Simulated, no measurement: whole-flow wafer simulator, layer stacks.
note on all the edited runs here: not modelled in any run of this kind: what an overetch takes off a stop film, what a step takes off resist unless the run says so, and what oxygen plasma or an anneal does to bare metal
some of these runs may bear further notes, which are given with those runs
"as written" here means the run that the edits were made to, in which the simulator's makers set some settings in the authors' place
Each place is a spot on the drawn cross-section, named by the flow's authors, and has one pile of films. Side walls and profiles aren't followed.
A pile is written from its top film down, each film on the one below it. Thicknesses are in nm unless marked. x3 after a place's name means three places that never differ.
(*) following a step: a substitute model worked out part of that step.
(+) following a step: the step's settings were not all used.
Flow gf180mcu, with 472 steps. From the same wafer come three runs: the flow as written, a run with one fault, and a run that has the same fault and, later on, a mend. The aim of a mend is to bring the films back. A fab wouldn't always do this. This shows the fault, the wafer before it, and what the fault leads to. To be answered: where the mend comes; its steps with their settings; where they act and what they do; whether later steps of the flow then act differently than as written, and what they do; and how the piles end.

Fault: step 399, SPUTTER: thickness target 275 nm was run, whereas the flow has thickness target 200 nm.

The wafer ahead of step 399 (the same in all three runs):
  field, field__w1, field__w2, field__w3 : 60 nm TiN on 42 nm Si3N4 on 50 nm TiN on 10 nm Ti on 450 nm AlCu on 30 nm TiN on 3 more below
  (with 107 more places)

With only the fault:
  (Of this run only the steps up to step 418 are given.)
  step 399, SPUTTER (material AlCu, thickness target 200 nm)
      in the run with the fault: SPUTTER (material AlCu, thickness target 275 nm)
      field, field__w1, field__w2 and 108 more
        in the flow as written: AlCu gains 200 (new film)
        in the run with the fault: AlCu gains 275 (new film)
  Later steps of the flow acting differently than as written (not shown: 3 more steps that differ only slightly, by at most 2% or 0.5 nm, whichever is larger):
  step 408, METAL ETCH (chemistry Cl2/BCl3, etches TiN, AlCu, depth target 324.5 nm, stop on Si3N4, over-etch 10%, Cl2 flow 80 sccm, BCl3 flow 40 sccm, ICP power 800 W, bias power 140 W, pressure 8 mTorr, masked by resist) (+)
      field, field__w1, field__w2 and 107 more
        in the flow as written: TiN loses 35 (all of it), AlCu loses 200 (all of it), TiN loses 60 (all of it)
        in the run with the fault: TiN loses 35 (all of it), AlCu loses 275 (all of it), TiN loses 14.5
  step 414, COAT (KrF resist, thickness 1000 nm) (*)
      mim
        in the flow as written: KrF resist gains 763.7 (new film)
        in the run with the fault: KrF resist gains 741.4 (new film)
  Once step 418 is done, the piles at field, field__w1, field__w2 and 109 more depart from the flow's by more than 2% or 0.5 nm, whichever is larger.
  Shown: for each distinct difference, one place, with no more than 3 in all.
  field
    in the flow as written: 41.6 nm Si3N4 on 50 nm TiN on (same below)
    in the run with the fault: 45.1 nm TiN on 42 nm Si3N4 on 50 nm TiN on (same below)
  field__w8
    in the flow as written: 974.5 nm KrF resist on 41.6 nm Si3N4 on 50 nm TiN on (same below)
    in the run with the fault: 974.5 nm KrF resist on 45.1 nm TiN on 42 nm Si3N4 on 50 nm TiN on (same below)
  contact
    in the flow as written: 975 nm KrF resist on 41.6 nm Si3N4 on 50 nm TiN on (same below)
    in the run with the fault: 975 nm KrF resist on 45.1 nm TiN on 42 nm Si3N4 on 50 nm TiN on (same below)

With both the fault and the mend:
  The mend follows step 407.
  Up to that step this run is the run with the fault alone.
  step 408, METAL ETCH (chemistry Cl2/BCl3, etches TiN, AlCu, depth target 399.5 nm, stop on Si3N4, over-etch 10%, Cl2 flow 80 sccm, BCl3 flow 40 sccm, ICP power 800 W, bias power 140 W, pressure 8 mTorr, masked by resist) (+) (the flow's step 408; as written it has depth target 324.5 nm)
      field, field__w1, field__w2 and 107 more
        TiN loses 35 (all of it), AlCu loses 275 (all of it), TiN loses 60 (all of it)
      mim
        resist loses 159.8
  Later steps of the flow acting differently than as written (not shown: 3 more steps that differ only slightly, by at most 2% or 0.5 nm, whichever is larger):
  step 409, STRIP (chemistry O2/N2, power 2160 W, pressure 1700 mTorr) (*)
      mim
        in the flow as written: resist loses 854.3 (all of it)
        in the run with the mend: resist loses 824.3 (all of it)
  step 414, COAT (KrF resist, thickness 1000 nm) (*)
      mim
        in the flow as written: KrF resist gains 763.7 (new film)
        in the run with the mend: KrF resist gains 707.6 (new film)
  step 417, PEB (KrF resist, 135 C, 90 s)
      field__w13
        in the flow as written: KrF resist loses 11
        in the run with the mend: KrF resist loses 11.6
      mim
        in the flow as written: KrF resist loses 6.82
        in the run with the mend: KrF resist loses 5.93
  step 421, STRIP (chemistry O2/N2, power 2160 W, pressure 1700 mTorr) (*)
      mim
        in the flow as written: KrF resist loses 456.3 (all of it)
        in the run with the mend: KrF resist loses 401 (all of it)
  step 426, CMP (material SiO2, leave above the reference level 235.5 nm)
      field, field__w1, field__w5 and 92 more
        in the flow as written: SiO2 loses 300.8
        in the run with the mend: SiO2 loses 225.8
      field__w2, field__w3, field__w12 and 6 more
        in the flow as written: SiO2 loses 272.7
        in the run with the mend: SiO2 loses 197.7
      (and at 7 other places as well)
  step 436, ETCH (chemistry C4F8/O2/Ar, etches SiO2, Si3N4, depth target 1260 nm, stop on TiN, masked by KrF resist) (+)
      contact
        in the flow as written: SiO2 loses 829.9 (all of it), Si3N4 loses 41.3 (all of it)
        in the run with the mend: SiO2 loses 904.9 (all of it), Si3N4 loses 41.3 (all of it)
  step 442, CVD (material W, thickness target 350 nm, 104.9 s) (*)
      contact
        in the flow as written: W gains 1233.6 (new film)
        in the run with the mend: W gains 1309.1 (new film)
  By the end, the piles at field__w4, field__w8, contact, m1, m1__w1, mim, mim_1p0, m1_nw depart from the flow's by more than 2% or 0.5 nm, whichever is larger.
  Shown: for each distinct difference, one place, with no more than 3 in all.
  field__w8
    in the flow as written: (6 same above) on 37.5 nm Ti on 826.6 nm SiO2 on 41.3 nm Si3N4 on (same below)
    in the run with the mend: (6 same above) on 37.5 nm Ti on 901.6 nm SiO2 on 41.3 nm Si3N4 on (same below)
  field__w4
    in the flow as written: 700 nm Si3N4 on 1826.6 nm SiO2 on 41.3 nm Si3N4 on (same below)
    in the run with the mend: 700 nm Si3N4 on 1901.6 nm SiO2 on 41.3 nm Si3N4 on (same below)
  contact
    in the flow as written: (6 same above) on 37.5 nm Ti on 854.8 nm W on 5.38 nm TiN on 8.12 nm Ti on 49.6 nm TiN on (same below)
    in the run with the mend: (6 same above) on 37.5 nm Ti on 930.4 nm W on 5.15 nm TiN on 7.78 nm Ti on 49.6 nm TiN on (same below)
